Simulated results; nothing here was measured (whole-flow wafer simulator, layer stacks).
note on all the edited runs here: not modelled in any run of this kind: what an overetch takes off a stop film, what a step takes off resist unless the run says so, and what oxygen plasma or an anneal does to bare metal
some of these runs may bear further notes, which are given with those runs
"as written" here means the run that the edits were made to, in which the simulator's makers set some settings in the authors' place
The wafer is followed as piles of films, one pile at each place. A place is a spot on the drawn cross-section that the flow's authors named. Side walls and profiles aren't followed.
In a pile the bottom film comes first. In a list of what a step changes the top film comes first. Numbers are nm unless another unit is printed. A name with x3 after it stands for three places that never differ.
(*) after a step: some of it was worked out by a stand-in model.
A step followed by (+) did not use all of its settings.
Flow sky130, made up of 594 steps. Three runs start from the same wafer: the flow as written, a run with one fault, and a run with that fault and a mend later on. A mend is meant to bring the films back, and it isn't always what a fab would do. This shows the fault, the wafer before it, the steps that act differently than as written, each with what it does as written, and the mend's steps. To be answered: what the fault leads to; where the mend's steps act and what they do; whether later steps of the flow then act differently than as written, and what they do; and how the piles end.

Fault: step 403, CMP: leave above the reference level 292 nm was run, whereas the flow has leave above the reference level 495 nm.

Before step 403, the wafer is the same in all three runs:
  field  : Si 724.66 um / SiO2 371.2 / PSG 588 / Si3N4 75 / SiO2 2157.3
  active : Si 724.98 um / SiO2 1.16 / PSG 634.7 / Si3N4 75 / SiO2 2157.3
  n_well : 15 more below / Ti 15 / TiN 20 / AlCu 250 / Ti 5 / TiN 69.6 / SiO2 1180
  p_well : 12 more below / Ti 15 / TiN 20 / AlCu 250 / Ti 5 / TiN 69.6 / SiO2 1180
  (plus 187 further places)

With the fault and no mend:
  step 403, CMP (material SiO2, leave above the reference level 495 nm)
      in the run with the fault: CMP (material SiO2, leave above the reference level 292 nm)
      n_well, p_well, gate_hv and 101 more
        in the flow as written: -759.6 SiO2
        in the run with the fault: -962.6 SiO2
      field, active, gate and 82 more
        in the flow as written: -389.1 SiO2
        in the run with the fault: -592.1 SiO2
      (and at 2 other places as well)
  Steps later in the flow that act otherwise than as written (1 other step is not shown; it differs only slightly, by no more than 2% or 0.5 nm, whichever is larger):
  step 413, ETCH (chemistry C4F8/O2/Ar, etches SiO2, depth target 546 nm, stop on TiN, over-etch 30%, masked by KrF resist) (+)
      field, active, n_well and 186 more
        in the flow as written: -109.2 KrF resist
        in the run with the fault: -56.5 KrF resist
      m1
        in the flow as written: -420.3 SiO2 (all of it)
        in the run with the fault: -217.3 SiO2 (all of it)
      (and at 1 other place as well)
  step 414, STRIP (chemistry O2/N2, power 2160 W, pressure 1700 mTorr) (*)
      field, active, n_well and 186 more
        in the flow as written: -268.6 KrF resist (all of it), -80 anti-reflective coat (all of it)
        in the run with the fault: -321.3 KrF resist (all of it), -80 anti-reflective coat (all of it)
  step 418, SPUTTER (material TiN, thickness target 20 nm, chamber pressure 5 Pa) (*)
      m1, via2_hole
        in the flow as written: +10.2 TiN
        in the run with the fault: +13.2 TiN
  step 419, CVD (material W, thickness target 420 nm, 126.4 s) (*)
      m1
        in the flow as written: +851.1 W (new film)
        in the run with the fault: +645.1 W (new film)
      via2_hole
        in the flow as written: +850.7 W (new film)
        in the run with the fault: +644.6 W (new film)
  The piles end different from the flow's at field, active, n_well and 190 more by more than 2% or 0.5 nm, whichever is larger.
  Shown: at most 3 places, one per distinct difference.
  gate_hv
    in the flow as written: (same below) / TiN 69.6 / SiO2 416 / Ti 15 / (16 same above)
    in the run with the fault: (same below) / TiN 69.6 / SiO2 213 / Ti 15 / (16 same above)
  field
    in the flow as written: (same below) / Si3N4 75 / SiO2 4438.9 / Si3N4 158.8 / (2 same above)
    in the run with the fault: (same below) / Si3N4 75 / SiO2 4235.9 / Si3N4 158.8 / (2 same above)
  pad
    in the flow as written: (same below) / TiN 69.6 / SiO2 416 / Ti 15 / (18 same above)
    in the run with the fault: (same below) / TiN 69.6 / SiO2 213 / Ti 15 / (18 same above)

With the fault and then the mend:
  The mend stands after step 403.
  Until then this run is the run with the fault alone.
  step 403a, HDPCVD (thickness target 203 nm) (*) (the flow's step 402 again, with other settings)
      field, active, n_well and 188 more
        +203 SiO2
  None of the later steps of the flow differs from how it acts as written, at any place that is followed, by more than 2% or 0.5 nm, whichever is larger.
  By the end, the piles equal the flow's at every place that both follow.
